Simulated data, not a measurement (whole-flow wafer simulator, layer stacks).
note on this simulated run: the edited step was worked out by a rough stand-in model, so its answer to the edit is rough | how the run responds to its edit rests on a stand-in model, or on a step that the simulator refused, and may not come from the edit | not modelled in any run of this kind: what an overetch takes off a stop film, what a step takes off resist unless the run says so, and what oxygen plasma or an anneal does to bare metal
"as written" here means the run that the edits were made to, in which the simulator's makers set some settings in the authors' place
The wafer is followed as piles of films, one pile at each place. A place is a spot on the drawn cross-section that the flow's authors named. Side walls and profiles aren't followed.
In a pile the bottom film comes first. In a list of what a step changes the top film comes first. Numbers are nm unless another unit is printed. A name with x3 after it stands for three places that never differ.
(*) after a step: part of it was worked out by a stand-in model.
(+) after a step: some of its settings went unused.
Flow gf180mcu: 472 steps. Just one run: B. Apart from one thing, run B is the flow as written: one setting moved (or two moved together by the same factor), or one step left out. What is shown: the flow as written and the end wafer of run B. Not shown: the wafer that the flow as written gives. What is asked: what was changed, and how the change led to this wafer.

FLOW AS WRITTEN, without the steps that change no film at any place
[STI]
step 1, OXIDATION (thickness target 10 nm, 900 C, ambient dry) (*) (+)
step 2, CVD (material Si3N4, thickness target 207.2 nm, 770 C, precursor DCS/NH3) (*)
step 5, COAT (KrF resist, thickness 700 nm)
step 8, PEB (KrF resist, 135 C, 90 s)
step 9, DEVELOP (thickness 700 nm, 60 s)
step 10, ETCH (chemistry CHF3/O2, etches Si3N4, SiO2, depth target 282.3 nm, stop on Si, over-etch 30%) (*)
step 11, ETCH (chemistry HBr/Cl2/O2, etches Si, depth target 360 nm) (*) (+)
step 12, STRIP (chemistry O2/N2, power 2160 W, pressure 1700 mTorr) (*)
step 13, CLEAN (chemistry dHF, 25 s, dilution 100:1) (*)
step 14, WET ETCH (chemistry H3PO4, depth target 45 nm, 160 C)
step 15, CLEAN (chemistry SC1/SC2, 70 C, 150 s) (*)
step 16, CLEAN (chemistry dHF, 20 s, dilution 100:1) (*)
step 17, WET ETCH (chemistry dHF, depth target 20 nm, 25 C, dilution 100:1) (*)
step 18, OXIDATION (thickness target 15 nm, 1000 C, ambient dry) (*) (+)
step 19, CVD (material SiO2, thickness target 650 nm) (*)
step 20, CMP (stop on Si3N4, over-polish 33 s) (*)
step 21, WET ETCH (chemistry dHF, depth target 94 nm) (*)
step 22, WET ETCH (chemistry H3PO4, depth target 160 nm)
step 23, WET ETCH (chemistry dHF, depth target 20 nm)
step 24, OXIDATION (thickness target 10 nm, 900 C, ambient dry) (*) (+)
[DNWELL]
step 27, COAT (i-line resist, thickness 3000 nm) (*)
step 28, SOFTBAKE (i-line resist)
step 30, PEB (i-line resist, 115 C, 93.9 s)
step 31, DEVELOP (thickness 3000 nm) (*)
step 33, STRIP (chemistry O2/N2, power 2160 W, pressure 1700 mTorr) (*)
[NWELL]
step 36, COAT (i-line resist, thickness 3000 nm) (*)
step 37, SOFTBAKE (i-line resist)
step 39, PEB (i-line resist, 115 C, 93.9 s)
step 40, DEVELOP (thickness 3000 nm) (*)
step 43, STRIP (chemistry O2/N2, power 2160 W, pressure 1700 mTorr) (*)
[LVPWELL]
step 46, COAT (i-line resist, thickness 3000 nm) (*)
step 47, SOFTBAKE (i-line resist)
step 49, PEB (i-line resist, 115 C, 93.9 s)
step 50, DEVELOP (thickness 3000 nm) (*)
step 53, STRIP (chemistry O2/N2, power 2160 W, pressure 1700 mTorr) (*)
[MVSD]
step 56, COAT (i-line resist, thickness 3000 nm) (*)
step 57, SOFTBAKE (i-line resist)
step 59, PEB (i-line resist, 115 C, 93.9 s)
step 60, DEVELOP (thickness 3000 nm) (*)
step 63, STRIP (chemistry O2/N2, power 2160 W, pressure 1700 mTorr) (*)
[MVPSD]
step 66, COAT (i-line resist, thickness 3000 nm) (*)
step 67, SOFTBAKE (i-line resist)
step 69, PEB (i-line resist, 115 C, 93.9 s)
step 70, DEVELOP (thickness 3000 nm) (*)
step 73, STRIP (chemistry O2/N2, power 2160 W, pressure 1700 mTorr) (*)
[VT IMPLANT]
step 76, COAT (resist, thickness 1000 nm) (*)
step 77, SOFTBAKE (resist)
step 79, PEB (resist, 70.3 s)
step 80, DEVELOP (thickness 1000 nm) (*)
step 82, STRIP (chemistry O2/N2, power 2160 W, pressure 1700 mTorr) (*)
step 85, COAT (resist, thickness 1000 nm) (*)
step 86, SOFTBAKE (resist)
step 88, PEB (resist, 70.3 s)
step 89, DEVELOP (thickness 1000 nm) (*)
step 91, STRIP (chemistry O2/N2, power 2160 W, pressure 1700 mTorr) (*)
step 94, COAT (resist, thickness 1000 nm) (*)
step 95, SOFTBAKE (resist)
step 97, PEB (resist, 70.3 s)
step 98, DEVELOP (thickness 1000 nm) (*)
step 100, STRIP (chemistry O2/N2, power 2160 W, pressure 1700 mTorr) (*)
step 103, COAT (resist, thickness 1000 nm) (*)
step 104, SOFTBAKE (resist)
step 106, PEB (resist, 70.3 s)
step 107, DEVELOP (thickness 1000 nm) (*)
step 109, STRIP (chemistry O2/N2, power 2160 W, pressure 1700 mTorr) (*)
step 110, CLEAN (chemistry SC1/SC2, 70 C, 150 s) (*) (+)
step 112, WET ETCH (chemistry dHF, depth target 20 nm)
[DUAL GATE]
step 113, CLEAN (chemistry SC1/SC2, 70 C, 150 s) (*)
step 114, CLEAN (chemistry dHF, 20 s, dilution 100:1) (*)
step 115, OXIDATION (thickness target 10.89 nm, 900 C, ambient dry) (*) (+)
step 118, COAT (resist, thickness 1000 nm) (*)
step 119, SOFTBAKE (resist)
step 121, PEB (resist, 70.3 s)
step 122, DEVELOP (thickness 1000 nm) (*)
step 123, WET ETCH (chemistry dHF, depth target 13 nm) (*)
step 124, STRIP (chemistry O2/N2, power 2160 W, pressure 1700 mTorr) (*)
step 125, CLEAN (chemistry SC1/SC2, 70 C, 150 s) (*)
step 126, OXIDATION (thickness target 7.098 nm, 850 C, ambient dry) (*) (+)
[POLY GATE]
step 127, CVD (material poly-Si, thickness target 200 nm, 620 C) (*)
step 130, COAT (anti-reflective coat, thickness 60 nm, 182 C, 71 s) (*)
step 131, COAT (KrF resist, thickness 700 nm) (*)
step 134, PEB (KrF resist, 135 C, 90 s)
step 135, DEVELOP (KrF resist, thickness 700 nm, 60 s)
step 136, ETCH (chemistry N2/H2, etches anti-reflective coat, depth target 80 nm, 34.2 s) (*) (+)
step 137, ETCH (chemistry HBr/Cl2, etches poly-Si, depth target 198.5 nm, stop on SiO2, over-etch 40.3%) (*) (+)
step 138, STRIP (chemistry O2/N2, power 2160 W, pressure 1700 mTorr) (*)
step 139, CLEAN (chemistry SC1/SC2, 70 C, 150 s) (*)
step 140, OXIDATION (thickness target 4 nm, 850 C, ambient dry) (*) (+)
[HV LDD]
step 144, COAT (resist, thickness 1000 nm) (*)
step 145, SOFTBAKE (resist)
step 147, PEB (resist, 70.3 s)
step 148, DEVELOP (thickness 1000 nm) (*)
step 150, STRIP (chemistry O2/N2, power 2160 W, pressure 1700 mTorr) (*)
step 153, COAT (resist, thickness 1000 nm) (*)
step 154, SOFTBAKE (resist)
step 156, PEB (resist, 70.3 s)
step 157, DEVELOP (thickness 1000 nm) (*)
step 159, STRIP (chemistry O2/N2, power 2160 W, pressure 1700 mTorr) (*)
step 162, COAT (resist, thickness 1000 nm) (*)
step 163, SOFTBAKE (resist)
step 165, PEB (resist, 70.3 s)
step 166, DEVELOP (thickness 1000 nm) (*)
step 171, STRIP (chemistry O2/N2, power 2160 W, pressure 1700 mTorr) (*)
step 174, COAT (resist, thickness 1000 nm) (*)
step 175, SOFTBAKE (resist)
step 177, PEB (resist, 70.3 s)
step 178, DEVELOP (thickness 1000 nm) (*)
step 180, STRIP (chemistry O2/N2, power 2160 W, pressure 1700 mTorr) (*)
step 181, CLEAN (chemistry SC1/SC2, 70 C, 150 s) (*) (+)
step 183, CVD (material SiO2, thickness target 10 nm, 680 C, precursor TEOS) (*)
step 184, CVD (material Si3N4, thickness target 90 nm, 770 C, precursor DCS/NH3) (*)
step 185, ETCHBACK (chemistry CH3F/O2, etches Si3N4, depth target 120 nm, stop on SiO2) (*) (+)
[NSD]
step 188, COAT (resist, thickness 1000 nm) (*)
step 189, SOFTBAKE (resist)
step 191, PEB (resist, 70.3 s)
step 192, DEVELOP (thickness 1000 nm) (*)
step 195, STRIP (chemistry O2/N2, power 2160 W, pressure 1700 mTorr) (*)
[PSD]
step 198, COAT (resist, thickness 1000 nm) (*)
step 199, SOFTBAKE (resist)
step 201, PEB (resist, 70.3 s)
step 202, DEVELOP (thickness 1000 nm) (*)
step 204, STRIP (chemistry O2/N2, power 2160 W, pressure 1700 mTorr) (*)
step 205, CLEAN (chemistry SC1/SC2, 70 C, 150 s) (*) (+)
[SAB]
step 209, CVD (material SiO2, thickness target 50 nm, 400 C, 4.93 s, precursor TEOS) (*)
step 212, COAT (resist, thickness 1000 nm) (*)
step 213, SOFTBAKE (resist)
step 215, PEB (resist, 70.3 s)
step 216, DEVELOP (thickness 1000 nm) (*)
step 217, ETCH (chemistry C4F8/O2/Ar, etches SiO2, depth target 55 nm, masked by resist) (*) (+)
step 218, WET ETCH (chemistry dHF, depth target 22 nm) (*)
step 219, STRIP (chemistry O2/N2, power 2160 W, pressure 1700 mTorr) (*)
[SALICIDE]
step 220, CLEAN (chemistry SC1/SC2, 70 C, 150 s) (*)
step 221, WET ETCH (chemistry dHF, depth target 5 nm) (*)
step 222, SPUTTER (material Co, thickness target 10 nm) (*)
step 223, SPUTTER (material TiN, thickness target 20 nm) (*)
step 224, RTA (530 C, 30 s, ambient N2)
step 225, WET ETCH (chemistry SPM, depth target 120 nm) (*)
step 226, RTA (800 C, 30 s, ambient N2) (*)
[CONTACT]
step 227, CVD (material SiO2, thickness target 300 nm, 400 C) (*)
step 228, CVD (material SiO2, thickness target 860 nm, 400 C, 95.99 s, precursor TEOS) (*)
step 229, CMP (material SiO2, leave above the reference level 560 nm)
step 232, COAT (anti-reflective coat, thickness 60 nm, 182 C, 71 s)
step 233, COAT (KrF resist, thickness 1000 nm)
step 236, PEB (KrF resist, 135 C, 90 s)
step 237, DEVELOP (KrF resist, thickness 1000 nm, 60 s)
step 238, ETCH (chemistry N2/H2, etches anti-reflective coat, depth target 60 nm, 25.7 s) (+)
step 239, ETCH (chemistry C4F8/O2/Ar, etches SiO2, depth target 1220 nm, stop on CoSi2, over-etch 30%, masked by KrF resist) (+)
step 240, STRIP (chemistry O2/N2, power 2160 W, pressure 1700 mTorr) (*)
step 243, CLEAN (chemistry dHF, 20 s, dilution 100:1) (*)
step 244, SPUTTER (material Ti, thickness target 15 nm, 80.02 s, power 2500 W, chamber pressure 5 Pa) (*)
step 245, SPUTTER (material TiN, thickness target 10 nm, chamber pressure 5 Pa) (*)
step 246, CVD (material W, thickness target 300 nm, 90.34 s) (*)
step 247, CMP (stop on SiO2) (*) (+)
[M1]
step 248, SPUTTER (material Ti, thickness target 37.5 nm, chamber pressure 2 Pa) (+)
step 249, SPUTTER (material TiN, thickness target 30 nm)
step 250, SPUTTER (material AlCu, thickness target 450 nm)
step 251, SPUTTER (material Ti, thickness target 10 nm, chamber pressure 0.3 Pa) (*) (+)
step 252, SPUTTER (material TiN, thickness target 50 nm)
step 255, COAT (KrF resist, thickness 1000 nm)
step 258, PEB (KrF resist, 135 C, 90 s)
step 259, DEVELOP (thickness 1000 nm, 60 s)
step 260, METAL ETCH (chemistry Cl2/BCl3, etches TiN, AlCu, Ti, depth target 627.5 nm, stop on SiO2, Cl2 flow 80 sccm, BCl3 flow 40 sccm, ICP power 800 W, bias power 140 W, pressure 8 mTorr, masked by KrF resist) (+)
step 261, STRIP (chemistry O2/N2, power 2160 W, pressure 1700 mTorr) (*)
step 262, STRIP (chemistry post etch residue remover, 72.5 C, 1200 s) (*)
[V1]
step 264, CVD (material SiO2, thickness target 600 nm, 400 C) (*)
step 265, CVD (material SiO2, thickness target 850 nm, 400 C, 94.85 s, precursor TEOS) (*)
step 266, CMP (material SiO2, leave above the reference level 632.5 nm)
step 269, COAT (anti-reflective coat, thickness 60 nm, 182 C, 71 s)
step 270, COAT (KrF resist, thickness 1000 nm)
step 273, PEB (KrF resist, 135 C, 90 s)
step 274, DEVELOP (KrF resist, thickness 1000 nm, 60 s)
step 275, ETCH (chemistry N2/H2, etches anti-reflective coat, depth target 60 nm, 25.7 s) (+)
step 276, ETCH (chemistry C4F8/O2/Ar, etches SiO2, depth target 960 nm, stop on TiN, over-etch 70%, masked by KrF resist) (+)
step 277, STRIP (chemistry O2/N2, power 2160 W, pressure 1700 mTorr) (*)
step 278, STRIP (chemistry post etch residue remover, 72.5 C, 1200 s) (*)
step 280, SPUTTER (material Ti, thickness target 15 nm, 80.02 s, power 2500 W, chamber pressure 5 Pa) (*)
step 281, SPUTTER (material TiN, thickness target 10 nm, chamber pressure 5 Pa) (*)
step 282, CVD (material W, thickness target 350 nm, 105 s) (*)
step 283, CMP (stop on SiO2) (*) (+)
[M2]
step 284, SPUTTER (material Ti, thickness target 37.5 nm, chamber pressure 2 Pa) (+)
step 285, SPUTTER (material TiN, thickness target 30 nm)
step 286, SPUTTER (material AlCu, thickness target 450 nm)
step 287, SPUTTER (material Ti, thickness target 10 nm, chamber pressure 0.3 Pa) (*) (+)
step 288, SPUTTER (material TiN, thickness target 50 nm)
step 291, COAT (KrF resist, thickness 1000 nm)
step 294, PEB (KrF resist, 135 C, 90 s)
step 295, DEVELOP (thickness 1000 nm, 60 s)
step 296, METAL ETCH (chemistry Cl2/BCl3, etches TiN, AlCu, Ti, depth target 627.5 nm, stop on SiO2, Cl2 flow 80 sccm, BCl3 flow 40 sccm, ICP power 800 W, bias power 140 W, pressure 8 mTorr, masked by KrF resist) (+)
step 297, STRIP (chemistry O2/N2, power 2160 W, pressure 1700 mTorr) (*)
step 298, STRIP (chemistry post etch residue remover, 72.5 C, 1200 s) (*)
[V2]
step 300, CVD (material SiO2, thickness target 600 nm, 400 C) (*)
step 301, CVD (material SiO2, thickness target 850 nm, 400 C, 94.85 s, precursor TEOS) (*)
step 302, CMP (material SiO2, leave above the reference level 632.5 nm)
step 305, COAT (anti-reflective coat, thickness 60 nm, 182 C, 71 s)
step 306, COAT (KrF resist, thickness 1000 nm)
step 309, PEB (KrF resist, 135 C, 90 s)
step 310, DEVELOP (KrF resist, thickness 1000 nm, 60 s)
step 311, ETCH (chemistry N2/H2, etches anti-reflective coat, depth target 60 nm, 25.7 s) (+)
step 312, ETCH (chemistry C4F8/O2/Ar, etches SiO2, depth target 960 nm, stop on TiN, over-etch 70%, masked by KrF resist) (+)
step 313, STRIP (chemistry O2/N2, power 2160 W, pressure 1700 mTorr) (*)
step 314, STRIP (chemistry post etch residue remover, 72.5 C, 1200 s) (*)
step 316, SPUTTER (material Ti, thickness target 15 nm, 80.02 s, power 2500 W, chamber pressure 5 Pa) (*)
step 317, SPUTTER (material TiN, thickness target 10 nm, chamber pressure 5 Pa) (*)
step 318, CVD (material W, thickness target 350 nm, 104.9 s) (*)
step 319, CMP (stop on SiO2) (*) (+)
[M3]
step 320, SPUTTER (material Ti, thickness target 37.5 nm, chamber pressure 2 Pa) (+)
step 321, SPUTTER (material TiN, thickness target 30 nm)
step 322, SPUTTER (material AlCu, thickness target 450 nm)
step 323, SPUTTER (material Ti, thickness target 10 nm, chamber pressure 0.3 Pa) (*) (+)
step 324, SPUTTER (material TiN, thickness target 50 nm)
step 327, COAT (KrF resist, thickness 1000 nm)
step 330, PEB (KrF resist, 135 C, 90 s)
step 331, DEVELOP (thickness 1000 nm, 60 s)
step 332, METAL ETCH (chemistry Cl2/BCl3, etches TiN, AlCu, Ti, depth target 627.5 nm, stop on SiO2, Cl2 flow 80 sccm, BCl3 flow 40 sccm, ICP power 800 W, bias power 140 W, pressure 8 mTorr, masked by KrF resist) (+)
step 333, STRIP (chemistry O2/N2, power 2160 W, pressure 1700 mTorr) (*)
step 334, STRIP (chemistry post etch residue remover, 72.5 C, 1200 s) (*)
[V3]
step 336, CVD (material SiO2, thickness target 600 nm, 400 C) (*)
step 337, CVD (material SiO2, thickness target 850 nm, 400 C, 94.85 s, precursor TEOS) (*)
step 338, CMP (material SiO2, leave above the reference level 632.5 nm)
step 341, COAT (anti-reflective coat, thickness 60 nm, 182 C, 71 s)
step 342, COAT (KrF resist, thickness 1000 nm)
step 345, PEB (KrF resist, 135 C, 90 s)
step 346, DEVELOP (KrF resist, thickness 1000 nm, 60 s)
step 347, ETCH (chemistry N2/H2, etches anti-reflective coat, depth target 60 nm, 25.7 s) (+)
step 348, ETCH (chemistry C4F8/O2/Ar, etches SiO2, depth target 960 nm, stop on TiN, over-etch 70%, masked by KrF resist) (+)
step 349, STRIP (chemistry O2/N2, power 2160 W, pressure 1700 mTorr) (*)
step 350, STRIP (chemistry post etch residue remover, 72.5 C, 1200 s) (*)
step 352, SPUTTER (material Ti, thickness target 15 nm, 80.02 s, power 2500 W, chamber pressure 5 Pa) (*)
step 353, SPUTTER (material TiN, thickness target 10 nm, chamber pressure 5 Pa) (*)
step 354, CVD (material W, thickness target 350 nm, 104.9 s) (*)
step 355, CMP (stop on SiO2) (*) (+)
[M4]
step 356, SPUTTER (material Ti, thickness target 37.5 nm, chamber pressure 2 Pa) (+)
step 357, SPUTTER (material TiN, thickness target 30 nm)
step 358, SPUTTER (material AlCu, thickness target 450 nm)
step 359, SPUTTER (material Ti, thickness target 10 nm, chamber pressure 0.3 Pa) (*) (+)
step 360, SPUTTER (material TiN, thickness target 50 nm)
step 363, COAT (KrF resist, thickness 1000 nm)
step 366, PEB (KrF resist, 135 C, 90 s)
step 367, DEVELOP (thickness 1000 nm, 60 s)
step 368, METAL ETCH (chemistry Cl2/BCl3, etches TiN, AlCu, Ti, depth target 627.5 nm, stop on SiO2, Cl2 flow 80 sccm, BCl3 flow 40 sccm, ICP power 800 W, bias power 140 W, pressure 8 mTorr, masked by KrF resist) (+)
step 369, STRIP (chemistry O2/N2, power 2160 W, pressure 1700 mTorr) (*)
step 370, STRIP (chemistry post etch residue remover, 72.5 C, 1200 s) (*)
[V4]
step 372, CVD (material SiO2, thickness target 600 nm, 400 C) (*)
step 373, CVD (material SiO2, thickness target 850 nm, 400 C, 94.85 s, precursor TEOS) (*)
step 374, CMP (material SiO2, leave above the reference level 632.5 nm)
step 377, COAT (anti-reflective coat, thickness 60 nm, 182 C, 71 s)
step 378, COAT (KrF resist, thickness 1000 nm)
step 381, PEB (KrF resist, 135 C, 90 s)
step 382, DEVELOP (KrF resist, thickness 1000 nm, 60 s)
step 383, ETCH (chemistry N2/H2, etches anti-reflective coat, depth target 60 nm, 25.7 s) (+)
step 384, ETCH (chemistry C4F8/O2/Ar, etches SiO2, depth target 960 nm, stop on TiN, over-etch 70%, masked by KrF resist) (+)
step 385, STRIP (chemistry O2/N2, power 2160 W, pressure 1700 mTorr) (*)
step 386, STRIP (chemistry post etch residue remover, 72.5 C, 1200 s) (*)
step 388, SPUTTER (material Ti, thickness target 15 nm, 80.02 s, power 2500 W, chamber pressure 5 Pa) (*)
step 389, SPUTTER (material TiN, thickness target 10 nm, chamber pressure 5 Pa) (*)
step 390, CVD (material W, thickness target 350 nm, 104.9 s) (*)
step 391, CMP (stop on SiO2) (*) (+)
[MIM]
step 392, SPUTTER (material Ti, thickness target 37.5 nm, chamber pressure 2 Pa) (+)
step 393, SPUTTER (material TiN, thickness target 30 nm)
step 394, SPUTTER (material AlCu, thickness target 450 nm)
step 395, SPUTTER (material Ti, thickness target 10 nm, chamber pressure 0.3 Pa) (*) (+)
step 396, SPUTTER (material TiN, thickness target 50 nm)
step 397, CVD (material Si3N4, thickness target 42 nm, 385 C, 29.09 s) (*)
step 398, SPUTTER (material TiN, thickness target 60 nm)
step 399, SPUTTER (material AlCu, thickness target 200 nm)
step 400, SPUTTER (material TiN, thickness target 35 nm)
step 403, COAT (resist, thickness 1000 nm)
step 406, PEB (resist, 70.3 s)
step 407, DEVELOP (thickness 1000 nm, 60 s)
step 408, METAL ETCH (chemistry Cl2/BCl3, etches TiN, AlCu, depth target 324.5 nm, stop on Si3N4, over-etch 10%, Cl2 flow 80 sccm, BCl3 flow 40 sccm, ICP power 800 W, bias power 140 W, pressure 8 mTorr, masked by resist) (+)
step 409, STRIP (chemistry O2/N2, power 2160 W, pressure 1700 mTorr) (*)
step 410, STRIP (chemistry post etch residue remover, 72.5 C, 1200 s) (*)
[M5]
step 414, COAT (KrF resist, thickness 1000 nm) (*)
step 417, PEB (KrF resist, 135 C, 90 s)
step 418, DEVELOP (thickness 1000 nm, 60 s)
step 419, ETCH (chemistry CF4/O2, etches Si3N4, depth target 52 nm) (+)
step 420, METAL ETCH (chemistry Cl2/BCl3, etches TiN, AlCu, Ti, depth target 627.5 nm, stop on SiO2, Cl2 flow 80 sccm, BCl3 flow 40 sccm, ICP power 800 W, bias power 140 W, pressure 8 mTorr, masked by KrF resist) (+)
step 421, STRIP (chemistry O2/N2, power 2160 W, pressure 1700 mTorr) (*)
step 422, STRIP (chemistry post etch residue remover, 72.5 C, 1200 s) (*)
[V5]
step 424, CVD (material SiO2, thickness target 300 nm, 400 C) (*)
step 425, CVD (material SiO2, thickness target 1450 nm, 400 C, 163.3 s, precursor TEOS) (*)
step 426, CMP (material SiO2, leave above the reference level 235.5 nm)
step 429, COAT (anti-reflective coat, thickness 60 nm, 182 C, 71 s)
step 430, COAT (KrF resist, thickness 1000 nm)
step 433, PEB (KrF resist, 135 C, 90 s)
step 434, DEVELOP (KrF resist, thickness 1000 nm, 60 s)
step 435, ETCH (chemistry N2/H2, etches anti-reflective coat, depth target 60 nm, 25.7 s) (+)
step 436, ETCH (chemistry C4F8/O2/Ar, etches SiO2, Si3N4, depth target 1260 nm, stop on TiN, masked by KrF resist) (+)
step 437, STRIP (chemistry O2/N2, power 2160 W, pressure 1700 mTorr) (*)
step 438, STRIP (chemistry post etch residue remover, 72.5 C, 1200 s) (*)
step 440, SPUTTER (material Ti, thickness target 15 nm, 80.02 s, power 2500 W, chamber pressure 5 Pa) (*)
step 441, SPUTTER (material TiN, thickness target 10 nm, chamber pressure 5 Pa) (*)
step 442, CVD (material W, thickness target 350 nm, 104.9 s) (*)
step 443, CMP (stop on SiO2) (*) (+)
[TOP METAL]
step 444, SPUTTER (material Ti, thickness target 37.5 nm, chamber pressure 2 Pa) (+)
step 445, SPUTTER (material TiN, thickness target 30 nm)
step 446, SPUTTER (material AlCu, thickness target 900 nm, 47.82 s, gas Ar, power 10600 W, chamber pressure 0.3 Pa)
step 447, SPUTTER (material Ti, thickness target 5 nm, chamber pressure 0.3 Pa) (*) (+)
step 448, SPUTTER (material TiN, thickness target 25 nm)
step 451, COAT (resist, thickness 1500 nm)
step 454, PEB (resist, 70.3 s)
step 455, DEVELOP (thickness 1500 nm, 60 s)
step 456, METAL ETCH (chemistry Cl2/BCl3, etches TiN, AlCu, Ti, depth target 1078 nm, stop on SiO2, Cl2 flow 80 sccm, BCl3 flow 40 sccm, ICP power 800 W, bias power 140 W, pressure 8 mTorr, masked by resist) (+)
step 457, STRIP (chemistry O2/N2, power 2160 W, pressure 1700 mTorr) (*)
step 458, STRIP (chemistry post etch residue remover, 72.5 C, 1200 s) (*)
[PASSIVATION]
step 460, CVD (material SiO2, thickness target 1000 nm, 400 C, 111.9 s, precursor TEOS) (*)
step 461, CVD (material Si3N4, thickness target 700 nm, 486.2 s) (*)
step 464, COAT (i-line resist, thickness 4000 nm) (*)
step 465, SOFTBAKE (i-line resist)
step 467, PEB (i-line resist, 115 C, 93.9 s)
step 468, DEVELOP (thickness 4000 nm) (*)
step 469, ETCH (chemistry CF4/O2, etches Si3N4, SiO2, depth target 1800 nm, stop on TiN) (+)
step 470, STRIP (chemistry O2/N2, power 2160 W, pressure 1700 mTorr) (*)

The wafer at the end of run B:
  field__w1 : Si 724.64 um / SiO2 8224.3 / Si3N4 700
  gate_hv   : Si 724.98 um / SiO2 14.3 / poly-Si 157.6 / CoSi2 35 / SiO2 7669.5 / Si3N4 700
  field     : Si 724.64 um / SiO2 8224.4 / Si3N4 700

The reason: step 217, ETCH: depth target 86.6 nm was run, though the flow has depth target 55 nm.

How this came from the change, step by step:
  step 217, ETCH (chemistry C4F8/O2/Ar, etches SiO2, depth target 55 nm, masked by resist) (*) (+)
      gate, gate_hv, gate_p and 23 more: -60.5 SiO2 (all of it), -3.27 poly-Si (it would be, as written: -55 SiO2)
      active, p_well, sd_n, iso_ptap_pw, iso_ntap_nw, iso_ptap_sub, vpnp_e: -64 SiO2 (all of it), -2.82 Si (it would be, as written: -55 SiO2)
      (and at 78 other places as well)
  step 218, WET ETCH (chemistry dHF, depth target 22 nm) (*)
      gate, gate_hv, gate_p and 23 more: nothing (it would be, as written: -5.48 SiO2 (all of it))
      active, p_well, sd_n, iso_ptap_pw, iso_ntap_nw, iso_ptap_sub, vpnp_e: nothing (it would be, as written: -9.01 SiO2 (all of it))
      (and at 16 other places as well)
  step 223, SPUTTER (material TiN, thickness target 20 nm) (*)
      field__w6: +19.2 TiN (new film) (it would be, as written: +20 TiN (new film))
  step 225, WET ETCH (chemistry SPM, depth target 120 nm) (*)
      field__w6: -19.2 TiN (all of it), -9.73 Co (all of it) (it would be, as written: -20 TiN (all of it), -9.95 Co (all of it))
  step 227, CVD (material SiO2, thickness target 300 nm, 400 C) (*)
      ldn_dft, ldp_dft: +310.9 SiO2 (it would be, as written: +300 SiO2)
      ld_drift_n: +313.4 SiO2 (it would be, as written: +300 SiO2)
      (and at 1 other place as well)
  step 229, CMP (material SiO2, leave above the reference level 560 nm)
      ldn_sep__w1, ldn_sep__w2, ldn_out and 6 more: -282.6 SiO2 (it would be, as written: -311 SiO2)
      ldn_sep, ldn_fld, ldp_sep, ldp_fld, ldp_fld__w1: -282.7 SiO2 (it would be, as written: -311.1 SiO2)
      (and at 35 other places as well)
